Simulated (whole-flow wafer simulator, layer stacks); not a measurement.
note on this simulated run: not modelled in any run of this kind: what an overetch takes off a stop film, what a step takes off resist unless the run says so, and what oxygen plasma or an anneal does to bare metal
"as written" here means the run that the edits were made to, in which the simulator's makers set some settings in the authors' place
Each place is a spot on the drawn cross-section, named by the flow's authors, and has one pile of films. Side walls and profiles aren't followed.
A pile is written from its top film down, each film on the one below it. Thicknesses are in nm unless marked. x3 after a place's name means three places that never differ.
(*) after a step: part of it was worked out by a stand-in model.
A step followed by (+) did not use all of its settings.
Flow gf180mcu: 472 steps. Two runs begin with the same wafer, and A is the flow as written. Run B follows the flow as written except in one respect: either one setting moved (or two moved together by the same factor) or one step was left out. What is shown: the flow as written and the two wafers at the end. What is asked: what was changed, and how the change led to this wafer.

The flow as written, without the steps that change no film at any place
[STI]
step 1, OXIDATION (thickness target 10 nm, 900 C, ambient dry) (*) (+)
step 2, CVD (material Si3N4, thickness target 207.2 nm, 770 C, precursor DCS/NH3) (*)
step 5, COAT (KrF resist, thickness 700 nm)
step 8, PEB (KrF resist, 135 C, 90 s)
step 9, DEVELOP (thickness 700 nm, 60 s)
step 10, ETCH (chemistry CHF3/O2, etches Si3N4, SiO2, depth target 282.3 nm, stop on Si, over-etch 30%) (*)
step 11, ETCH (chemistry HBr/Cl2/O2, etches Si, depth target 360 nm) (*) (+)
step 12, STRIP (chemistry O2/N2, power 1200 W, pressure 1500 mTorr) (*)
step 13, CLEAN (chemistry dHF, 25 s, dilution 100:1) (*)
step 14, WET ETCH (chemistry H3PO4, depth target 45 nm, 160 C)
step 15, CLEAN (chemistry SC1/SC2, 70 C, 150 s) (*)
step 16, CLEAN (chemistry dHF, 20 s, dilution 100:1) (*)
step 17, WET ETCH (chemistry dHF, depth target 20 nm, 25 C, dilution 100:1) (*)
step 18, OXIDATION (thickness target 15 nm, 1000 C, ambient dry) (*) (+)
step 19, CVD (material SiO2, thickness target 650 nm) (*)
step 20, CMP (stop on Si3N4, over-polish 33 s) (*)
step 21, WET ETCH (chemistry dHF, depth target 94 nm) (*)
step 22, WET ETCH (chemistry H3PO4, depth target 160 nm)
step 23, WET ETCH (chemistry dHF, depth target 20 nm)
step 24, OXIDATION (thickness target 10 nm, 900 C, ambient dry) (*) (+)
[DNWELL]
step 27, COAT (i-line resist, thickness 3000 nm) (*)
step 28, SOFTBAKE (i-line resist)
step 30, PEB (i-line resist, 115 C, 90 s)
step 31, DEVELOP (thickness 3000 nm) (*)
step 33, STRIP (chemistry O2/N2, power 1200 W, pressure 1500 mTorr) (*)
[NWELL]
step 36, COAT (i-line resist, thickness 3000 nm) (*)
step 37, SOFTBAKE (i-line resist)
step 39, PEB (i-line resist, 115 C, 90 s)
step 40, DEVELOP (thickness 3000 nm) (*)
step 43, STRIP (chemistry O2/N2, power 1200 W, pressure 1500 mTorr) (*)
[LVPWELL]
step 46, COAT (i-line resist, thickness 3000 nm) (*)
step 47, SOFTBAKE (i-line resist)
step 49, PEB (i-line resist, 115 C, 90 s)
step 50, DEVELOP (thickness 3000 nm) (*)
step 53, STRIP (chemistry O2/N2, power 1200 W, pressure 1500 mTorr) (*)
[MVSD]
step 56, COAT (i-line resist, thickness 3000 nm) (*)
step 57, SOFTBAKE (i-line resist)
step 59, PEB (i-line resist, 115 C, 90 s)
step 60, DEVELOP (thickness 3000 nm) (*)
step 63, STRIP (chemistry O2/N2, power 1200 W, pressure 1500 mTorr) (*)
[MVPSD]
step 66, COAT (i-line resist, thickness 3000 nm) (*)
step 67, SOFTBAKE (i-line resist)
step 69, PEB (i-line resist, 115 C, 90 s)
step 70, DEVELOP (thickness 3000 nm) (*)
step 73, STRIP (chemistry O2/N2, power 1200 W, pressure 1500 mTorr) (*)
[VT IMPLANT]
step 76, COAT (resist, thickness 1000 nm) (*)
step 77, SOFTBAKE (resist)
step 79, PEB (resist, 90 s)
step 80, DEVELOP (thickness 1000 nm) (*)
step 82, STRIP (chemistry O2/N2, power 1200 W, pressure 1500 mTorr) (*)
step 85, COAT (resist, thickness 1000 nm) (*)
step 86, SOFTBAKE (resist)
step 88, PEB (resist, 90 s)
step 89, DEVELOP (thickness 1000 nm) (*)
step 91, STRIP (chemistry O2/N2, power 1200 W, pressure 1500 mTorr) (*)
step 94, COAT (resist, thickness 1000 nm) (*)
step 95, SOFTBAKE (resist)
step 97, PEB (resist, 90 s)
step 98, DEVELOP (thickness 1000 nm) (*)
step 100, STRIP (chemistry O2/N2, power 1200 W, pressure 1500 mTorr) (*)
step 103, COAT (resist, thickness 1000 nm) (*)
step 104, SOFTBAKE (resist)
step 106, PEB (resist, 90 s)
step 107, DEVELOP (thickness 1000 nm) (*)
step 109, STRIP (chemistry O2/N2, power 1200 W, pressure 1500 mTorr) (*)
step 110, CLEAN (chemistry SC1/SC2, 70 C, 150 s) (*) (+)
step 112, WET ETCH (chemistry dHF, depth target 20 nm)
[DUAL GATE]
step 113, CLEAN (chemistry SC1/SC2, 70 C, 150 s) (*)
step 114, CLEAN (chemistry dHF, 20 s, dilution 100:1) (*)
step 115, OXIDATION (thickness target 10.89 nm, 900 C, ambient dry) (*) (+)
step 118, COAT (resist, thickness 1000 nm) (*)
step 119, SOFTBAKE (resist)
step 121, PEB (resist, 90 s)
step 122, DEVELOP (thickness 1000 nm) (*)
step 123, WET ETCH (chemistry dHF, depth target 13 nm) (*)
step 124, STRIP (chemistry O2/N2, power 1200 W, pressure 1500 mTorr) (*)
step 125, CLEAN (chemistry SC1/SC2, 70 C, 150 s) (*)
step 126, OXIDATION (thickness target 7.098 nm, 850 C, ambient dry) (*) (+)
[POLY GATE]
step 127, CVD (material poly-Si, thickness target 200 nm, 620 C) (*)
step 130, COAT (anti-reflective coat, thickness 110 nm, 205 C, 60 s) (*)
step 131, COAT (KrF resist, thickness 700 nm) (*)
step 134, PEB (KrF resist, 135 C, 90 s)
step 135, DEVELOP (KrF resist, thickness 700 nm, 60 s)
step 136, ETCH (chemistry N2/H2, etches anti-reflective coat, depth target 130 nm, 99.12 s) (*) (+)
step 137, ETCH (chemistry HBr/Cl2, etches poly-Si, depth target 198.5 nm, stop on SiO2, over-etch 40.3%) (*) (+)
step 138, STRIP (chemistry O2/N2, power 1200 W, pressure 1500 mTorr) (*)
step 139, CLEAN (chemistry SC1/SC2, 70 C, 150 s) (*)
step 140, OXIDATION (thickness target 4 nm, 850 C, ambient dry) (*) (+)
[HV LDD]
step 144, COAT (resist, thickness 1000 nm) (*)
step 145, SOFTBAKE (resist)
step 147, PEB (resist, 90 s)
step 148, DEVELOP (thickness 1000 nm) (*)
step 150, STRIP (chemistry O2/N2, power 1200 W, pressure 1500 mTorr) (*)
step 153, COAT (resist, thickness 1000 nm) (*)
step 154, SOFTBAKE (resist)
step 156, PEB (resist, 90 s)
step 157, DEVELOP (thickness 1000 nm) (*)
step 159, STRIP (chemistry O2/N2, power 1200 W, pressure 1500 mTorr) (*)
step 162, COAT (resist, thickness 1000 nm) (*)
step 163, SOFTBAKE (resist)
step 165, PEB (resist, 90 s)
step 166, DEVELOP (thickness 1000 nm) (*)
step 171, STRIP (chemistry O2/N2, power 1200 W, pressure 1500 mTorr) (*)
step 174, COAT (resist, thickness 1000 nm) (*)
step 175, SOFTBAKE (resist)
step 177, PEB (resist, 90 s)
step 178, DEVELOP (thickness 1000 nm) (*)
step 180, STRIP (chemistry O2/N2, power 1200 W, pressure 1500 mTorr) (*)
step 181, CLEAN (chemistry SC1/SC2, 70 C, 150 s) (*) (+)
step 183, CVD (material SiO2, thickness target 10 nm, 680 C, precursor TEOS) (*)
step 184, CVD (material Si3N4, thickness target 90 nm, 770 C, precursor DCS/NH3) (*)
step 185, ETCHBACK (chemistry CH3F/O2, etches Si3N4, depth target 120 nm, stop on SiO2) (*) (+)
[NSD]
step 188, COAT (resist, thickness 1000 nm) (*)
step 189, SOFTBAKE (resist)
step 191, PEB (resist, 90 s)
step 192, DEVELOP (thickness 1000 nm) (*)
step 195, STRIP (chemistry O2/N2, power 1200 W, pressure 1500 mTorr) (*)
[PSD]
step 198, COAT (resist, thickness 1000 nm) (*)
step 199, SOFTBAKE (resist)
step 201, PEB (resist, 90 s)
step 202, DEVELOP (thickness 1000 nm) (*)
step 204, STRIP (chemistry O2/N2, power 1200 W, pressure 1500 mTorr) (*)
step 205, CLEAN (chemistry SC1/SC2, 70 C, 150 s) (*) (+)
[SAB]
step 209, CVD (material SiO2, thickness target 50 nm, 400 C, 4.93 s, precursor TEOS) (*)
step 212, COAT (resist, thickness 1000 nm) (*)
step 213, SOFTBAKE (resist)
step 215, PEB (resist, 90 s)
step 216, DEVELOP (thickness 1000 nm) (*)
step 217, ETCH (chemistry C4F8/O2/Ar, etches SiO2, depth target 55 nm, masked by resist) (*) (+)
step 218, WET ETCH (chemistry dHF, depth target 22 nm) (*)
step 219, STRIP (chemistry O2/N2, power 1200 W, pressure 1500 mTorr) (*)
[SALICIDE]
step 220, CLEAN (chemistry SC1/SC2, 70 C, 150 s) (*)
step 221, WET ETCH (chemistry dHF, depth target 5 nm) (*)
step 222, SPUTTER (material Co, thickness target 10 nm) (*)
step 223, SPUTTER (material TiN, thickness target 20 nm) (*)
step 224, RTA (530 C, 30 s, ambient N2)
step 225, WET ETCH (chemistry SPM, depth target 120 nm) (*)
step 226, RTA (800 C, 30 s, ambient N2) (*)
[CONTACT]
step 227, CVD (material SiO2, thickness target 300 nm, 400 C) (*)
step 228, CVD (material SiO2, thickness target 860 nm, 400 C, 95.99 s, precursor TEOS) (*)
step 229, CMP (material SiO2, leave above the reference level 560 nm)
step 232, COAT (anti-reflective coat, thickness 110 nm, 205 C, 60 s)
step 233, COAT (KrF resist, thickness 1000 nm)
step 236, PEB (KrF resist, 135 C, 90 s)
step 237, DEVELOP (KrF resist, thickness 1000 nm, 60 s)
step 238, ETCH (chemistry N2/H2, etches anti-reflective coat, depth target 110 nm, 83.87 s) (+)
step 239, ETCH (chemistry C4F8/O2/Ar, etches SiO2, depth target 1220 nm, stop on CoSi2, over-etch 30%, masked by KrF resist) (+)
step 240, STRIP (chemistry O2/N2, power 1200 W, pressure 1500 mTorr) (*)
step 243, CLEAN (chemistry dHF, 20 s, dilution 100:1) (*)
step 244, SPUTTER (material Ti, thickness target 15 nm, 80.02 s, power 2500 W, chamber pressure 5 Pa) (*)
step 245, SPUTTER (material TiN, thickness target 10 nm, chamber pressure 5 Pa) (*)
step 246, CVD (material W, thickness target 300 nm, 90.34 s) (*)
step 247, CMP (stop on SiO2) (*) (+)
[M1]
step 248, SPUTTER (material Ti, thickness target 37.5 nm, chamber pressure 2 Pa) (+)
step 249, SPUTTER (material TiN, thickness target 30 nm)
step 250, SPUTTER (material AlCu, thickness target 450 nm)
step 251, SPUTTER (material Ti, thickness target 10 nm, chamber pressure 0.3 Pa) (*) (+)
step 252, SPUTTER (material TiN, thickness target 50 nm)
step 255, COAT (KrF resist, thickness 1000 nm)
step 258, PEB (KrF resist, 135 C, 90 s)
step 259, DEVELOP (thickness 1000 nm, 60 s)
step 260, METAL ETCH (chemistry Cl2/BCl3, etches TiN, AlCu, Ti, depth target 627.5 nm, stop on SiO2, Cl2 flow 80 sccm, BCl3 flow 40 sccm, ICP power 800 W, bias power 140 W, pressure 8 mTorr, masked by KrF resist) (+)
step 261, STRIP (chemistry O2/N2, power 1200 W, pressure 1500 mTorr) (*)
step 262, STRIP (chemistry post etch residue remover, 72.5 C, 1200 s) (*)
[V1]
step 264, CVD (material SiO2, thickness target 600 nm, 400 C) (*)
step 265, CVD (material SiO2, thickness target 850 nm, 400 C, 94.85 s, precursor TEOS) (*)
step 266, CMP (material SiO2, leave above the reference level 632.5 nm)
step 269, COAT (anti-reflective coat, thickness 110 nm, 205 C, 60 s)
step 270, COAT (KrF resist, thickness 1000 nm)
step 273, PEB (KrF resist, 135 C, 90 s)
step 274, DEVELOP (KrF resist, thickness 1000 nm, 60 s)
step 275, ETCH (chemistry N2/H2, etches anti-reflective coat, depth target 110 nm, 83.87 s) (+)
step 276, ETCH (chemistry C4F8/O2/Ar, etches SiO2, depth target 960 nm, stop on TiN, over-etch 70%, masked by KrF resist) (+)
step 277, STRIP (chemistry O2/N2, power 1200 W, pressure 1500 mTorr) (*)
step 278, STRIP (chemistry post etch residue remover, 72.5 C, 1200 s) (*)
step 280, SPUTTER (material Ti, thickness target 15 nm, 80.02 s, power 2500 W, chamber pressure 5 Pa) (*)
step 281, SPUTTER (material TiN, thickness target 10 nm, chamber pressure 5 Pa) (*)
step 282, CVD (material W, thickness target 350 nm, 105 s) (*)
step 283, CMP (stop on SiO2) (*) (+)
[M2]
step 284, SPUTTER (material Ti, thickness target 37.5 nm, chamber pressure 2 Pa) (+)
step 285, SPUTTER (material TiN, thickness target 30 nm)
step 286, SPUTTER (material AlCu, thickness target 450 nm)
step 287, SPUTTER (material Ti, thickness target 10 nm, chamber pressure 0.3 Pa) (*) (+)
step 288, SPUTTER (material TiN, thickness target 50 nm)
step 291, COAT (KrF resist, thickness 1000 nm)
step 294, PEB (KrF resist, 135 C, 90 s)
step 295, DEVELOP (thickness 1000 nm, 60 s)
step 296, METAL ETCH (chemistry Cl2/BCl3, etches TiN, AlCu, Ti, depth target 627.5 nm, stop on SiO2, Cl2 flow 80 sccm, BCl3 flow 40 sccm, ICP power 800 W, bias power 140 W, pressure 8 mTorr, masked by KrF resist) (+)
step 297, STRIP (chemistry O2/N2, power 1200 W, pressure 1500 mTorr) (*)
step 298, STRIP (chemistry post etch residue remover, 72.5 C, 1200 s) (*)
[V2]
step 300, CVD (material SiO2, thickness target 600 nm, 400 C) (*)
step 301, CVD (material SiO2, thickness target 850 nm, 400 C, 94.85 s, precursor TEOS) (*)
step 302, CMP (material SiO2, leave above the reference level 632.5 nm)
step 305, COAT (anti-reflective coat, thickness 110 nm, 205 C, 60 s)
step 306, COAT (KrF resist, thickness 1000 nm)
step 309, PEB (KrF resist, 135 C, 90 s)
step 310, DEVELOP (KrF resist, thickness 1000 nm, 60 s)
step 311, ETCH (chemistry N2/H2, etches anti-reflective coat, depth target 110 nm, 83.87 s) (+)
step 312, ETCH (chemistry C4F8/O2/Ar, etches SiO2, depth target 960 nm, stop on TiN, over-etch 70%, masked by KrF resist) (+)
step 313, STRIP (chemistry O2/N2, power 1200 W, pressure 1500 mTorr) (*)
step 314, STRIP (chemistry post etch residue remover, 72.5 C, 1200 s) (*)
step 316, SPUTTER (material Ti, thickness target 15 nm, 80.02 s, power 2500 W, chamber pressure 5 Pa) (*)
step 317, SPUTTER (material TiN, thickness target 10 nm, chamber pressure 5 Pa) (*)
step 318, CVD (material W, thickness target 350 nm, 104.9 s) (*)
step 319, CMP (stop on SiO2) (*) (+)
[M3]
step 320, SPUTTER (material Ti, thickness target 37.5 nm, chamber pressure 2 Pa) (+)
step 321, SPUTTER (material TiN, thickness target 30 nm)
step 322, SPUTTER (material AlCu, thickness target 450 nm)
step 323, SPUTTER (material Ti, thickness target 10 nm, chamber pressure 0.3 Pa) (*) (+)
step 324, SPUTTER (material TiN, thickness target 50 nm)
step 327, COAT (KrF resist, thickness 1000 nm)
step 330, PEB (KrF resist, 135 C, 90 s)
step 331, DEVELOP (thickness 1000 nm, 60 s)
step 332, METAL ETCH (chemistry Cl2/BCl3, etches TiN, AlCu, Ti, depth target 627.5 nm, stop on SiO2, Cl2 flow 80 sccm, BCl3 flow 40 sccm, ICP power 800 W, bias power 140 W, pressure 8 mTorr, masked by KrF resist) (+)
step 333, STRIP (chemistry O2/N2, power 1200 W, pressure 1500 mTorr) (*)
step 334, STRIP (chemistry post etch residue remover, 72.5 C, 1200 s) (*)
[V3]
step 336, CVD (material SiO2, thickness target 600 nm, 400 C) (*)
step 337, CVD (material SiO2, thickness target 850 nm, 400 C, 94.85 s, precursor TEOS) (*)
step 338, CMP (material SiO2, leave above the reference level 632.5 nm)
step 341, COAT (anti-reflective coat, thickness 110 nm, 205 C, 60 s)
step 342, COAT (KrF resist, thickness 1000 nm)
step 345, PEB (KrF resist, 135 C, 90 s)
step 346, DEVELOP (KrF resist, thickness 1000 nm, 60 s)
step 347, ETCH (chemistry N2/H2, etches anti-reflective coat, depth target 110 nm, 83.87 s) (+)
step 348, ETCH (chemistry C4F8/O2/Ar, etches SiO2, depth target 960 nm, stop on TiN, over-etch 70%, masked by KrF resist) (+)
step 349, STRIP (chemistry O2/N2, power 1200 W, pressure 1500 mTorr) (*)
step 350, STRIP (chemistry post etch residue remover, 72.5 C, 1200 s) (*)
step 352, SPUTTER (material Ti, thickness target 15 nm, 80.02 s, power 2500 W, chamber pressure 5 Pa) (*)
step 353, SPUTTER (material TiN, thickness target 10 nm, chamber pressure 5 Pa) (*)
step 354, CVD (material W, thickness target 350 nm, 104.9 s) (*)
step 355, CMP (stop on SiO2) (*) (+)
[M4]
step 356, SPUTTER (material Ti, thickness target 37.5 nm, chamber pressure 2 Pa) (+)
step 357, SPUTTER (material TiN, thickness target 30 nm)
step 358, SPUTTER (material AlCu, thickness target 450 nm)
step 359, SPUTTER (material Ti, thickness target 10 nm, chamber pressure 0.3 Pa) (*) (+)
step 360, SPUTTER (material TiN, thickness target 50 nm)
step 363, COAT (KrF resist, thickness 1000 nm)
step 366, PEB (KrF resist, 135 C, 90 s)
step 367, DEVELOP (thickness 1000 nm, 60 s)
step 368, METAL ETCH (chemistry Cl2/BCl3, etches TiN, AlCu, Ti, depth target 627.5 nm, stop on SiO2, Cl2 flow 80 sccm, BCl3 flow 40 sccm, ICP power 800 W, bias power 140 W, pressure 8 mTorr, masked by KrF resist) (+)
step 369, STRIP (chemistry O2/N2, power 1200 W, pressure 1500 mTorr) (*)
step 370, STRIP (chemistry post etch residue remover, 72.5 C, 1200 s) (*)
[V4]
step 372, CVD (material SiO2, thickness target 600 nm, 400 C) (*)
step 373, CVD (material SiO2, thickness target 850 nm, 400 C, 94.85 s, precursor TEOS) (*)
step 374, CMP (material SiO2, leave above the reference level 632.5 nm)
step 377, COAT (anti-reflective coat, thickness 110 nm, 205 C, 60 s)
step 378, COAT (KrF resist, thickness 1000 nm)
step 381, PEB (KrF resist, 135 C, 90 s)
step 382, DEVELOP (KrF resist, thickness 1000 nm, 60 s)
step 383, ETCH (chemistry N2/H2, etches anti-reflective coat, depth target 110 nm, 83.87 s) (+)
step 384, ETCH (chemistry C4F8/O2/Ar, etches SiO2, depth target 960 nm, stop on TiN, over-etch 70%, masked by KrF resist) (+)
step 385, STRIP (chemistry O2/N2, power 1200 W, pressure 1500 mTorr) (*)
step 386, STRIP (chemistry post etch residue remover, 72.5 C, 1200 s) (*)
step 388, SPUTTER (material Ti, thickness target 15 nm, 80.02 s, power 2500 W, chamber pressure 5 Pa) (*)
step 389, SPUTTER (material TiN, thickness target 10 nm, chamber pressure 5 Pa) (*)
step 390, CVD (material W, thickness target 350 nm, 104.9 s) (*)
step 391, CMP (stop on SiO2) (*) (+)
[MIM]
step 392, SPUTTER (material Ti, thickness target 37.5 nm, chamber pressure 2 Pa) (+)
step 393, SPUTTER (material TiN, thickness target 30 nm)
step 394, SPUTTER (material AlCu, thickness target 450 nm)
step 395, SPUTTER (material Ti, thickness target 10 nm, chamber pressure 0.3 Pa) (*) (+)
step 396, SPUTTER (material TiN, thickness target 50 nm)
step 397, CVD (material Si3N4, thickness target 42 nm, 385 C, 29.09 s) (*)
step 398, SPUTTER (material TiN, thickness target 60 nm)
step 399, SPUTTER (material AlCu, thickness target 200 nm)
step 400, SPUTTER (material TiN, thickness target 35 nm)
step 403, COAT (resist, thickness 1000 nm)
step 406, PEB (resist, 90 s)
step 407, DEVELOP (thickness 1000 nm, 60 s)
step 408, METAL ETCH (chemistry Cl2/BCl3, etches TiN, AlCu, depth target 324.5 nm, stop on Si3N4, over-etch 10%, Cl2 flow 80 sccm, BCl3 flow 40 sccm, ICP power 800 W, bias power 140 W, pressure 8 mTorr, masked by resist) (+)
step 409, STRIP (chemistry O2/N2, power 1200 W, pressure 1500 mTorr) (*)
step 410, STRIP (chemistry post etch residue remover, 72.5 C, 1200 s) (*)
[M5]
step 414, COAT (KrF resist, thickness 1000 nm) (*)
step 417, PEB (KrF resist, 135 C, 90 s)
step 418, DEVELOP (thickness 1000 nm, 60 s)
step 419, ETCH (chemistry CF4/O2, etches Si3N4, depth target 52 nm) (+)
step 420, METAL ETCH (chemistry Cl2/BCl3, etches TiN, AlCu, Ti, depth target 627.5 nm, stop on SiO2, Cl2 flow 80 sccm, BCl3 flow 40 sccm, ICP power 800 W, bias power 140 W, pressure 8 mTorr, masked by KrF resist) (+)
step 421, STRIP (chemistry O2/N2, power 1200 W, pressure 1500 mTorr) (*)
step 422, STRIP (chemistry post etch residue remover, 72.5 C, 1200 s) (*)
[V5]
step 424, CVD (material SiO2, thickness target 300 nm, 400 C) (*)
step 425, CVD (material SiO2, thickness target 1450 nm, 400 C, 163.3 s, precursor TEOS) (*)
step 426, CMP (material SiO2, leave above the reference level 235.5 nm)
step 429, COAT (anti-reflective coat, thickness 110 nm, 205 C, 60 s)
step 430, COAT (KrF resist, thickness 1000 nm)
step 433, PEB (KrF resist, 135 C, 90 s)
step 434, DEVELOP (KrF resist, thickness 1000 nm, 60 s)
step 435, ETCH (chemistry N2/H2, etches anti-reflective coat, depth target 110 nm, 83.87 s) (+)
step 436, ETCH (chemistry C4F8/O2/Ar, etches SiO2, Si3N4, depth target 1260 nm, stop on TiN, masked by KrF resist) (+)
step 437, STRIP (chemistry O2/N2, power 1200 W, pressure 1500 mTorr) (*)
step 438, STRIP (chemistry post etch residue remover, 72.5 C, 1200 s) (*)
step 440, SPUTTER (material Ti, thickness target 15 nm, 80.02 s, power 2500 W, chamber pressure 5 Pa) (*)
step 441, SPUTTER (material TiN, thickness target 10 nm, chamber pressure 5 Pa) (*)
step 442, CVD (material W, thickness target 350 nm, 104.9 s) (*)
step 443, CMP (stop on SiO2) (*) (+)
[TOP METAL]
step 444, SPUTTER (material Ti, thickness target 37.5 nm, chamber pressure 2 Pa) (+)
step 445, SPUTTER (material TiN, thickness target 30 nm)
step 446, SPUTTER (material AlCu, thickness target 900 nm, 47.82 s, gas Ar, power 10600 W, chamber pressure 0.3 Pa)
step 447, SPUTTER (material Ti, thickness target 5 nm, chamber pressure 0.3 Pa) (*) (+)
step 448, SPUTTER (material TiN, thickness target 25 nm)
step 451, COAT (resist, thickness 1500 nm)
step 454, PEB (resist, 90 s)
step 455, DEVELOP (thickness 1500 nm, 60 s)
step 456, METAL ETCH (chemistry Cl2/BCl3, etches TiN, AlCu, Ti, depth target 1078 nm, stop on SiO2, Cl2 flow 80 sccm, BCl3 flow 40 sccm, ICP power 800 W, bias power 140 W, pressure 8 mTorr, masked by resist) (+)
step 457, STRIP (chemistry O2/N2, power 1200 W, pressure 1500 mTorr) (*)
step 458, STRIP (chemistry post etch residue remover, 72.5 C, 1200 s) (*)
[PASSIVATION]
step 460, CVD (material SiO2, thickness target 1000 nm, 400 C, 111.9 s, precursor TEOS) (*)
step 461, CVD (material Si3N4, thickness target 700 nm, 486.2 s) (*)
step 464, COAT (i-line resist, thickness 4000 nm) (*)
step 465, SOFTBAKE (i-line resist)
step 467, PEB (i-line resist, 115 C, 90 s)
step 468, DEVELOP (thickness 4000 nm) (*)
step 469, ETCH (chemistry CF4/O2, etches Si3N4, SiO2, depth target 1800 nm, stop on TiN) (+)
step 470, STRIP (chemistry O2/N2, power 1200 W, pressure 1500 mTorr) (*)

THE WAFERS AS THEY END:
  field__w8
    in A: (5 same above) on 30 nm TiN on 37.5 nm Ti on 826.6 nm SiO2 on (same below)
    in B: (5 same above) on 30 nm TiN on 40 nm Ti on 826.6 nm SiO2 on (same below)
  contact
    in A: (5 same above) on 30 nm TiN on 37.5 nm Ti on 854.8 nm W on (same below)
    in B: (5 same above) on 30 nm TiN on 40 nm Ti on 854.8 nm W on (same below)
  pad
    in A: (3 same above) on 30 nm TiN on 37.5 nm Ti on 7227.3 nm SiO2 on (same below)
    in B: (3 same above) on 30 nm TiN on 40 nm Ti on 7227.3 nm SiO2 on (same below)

The reason: step 444, SPUTTER: thickness target 39.98 nm was run, whereas the flow has thickness target 37.5 nm.
One can read it off the wafer: field__w8 has Ti 40, and step 444 as written asks for 37.5 nm.

How this came from the change, step by step:
  step 444, SPUTTER (material Ti, thickness target 37.5 nm, chamber pressure 2 Pa) (+)
      field, field__w1, field__w2 and 109 more: A Ti gains 37.5 (new film) | B Ti gains 40 (new film)
  step 456, METAL ETCH (chemistry Cl2/BCl3, etches TiN, AlCu, Ti, depth target 1078 nm, stop on SiO2, Cl2 flow 80 sccm, BCl3 flow 40 sccm, ICP power 800 W, bias power 140 W, pressure 8 mTorr, masked by resist) (+)
      field, field__w1, field__w2 and 103 more: A TiN loses 25 (all of it), Ti loses 5 (all of it), AlCu loses 900 (all of it), TiN loses 30 (all of it), Ti loses 37.5 (all of it) | B TiN loses 25 (all of it), Ti loses 5 (all of it), AlCu loses 900 (all of it), TiN loses 30 (all of it), Ti loses 40 (all of it)
